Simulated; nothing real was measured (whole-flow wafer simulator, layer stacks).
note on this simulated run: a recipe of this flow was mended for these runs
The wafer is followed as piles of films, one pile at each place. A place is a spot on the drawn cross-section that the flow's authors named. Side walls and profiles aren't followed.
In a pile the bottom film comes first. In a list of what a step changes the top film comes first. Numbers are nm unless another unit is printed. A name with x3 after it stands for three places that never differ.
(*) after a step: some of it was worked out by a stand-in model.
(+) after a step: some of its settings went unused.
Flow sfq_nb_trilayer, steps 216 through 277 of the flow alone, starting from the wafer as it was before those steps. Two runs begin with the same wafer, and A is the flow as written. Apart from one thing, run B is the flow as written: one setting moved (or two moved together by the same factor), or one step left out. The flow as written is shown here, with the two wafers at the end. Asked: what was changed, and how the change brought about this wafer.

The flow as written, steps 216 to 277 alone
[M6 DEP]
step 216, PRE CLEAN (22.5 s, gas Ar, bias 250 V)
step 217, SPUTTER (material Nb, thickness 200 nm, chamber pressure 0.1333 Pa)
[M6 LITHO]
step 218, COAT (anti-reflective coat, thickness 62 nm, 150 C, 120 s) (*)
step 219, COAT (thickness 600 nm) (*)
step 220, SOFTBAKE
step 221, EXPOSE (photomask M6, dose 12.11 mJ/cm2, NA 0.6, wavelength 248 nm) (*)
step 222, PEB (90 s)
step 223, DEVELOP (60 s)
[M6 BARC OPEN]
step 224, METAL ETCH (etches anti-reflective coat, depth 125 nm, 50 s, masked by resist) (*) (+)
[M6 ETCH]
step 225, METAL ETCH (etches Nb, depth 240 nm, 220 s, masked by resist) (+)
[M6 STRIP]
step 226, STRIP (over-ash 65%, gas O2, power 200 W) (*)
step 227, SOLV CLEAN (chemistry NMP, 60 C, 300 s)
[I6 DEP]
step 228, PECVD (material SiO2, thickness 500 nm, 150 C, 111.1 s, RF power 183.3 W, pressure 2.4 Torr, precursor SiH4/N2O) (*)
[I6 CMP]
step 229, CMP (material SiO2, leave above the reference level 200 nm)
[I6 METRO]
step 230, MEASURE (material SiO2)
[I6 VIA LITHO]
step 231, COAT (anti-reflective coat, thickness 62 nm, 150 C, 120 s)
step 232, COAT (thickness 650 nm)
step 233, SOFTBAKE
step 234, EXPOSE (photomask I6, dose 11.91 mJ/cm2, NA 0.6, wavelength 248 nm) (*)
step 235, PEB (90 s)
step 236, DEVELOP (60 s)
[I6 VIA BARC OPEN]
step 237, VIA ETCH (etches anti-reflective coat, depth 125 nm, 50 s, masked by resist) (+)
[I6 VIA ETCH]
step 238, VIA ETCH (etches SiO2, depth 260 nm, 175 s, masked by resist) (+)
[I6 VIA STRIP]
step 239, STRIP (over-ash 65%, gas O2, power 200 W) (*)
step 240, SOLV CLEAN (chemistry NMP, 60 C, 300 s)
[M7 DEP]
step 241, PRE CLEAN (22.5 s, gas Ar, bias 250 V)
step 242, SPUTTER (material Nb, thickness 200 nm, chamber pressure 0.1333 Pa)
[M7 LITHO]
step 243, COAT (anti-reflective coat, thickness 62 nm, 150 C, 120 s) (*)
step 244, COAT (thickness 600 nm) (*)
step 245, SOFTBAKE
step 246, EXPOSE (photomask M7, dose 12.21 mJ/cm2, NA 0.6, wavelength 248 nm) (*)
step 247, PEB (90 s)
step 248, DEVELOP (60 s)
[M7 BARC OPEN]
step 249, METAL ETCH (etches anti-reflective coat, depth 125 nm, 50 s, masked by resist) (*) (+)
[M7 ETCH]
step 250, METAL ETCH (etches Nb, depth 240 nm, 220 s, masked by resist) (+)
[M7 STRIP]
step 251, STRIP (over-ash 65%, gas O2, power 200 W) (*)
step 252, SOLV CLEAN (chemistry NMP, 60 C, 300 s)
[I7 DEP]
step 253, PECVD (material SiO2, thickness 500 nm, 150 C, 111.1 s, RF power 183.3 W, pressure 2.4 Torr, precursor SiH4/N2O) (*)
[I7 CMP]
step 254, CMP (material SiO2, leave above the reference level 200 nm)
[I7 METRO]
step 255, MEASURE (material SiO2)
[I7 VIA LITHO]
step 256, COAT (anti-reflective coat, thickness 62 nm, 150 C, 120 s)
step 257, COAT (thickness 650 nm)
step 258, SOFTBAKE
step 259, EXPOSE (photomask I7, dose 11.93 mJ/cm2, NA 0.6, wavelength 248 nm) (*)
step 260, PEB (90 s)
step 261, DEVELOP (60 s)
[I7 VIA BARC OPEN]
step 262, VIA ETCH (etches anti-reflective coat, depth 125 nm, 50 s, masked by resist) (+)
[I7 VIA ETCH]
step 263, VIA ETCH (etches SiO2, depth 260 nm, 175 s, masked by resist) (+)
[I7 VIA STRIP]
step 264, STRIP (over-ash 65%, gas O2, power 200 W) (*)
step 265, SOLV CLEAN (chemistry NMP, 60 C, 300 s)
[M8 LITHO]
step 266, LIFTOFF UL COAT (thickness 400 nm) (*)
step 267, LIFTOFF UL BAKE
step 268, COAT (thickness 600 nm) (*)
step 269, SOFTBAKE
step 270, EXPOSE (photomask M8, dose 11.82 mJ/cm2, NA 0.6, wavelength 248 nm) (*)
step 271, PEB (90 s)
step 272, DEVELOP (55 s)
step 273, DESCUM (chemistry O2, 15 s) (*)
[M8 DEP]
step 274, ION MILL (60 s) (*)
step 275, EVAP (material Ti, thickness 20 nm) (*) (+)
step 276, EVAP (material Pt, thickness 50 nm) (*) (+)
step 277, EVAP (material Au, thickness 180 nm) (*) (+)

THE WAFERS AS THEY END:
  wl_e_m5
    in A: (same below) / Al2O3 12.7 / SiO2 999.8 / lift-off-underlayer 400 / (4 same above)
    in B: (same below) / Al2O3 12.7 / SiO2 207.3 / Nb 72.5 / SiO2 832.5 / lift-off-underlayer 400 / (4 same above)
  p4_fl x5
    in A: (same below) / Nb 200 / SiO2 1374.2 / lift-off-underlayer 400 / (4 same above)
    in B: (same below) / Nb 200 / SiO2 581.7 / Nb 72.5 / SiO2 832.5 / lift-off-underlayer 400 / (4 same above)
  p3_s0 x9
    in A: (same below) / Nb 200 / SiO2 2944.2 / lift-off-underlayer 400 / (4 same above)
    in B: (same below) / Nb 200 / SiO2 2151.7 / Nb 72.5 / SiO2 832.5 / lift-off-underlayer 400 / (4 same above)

Cause: step 217, SPUTTER: thickness 312.5 nm was run, while the flow as written has thickness 200 nm.

Step by step, how the change led to this:
  step 217, SPUTTER (material Nb, thickness 200 nm, chamber pressure 0.1333 Pa)
      field_l, v_sur, via_wl and 100 more: A Nb gains 200 (new film) | B Nb gains 312.5 (new film)
      be: A Nb gains 145.8 | B Nb gains 225.6
      (and at 2 other places as well)
  step 218, COAT (anti-reflective coat, thickness 62 nm, 150 C, 120 s) (*)
      r5r_line_l, r5r_line_c, r5r_line_r: A anti-reflective coat gains 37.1 (new film) | B anti-reflective coat gains 37.9 (new film)
      wire: A anti-reflective coat gains 33.4 (new film) | B anti-reflective coat gains 35.5 (new film)
      (and at 5 other places as well)
  step 219, COAT (thickness 600 nm) (*)
      be: A KrF-resist-other-grade gains 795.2 (new film) | B KrF-resist-other-grade gains 813.8 (new film)
  step 224, METAL ETCH (etches anti-reflective coat, depth 125 nm, 50 s, masked by resist) (*) (+)
      r5r_line_l, r5r_line_c, r5r_line_r: A anti-reflective coat loses 37.1 (all of it) | B anti-reflective coat loses 37.9 (all of it)
  step 225, METAL ETCH (etches Nb, depth 240 nm, 220 s, masked by resist) (+)
      field_l, gap, moat and 76 more: A Nb loses 200 (all of it), SiO2 loses 4 | B Nb loses 240
  step 226, STRIP (over-ash 65%, gas O2, power 200 W) (*)
      wire: A KrF-resist-other-grade loses 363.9 (all of it), anti-reflective coat loses 33.4 (all of it) | B KrF-resist-other-grade loses 360.7 (all of it), anti-reflective coat loses 35.5 (all of it)
      be: A KrF-resist-other-grade loses 559.4 (all of it), anti-reflective coat loses 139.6 (all of it) | B KrF-resist-other-grade loses 577.9 (all of it), anti-reflective coat loses 151.3 (all of it)
      (and at 4 other places as well)
  step 228, PECVD (material SiO2, thickness 500 nm, 150 C, 111.1 s, RF power 183.3 W, pressure 2.4 Torr, precursor SiH4/N2O) (*)
      field_l, p4_fl x5, p4_w1 x9 and 50 more: A SiO2 gains 500 | B SiO2 gains 500 (new film)
      moat, field_r, lsp_l, ln_m5, lsp_m: A SiO2 gains 493.5 | B SiO2 gains 492.3 (new film)
      (and at 10 other places as well)
  step 229, CMP (material SiO2, leave above the reference level 200 nm)
      field_l, p4_fl x5, p4_w1 x9 and 47 more: A SiO2 loses 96 | B SiO2 loses 60
      moat, field_r, lsp_l, ln_m5, lsp_m: A SiO2 loses 89.5 | B SiO2 loses 52.3
      (and at 9 other places as well)
Taking metal films that touch as one body, wl_e_m5 has 8 bodies (between them, from the top down: KrF-resist-other-grade 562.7 / lift-off-underlayer 400 / SiO2 832.5; SiO2 207.3 / Al2O3 12.7 / Nb2O5 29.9; SiO2 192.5; SiO2 192.5; SiO2 192.5; SiO2 192.5; SiO2 192.5); the flow as written gives 7 bodies (between them, from the top down: KrF-resist-other-grade 562.7 / lift-off-underlayer 400 / SiO2 999.8 / Al2O3 12.7 / Nb2O5 29.9; SiO2 192.5; SiO2 192.5; SiO2 192.5; SiO2 192.5; SiO2 192.5).
Taking metal films that touch as one body, p4_fl x5 has 4 bodies (between them, from the top down: KrF-resist-other-grade 562.7 / lift-off-underlayer 400 / SiO2 832.5; SiO2 581.7; SiO2 1370); the flow as written gives 3 bodies (between them, from the top down: KrF-resist-other-grade 562.7 / lift-off-underlayer 400 / SiO2 1374.2; SiO2 1370).
Taking metal films that touch as one body, p3_s0 x9 has 3 bodies (between them, from the top down: KrF-resist-other-grade 562.7 / lift-off-underlayer 400 / SiO2 832.5; SiO2 2151.7); the flow as written gives 2 bodies (between them, from the top down: KrF-resist-other-grade 562.7 / lift-off-underlayer 400 / SiO2 2944.2).
